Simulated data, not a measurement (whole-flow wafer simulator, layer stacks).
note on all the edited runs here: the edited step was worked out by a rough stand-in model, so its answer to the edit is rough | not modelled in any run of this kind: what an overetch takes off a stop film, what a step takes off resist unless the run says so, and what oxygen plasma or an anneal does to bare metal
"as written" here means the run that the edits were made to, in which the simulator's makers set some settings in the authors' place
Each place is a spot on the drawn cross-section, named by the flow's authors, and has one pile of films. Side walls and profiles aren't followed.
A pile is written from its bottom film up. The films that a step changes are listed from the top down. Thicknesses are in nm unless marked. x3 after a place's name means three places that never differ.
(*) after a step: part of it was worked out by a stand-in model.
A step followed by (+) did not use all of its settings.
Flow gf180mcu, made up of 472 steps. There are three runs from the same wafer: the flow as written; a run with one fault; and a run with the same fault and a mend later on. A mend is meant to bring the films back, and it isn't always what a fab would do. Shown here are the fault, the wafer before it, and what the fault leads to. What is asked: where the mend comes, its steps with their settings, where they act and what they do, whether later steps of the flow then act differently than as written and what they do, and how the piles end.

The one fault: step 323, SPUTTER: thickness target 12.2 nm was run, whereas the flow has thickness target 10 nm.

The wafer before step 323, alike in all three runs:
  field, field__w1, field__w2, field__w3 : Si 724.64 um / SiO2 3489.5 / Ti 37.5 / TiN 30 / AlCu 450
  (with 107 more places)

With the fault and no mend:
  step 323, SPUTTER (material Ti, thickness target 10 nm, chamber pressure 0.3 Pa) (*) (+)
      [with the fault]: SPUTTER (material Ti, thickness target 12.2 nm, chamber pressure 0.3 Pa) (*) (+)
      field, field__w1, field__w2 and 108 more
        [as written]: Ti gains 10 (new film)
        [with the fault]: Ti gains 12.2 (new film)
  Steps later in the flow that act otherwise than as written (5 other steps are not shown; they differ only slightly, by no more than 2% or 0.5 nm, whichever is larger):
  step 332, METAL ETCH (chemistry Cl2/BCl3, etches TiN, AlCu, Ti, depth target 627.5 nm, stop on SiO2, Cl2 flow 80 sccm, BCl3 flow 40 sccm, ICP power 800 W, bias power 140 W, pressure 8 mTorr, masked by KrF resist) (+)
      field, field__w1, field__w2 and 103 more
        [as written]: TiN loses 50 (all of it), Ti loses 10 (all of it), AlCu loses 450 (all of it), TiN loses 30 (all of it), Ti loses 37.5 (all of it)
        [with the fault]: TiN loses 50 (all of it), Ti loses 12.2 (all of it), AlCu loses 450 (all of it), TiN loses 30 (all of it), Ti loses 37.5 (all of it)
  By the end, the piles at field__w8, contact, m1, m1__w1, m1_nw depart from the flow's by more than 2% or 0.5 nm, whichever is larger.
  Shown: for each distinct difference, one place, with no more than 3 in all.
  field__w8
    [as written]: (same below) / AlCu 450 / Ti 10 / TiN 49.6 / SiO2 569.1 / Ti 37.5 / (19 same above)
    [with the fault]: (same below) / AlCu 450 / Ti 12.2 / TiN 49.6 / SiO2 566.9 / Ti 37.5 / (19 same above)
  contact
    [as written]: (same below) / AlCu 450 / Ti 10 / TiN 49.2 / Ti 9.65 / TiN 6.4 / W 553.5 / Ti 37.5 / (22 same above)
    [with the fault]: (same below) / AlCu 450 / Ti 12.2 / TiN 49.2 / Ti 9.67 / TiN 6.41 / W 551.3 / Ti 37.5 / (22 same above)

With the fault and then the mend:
  After step 323 comes the mend.
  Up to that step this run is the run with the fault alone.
  step 323a, METAL ETCH (chemistry Cl2/BCl3, etches TiN, AlCu, Ti, depth target 2.2 nm, Cl2 flow 80 sccm, BCl3 flow 40 sccm, ICP power 800 W, bias power 140 W, pressure 8 mTorr) (the flow's step 260 again, with other settings)
      field, field__w1, field__w2 and 108 more
        Ti loses 2.2
  None of the later steps of the flow acts differently than as written at any place that is followed.
  By the end, the piles equal the flow's at every place that both follow.
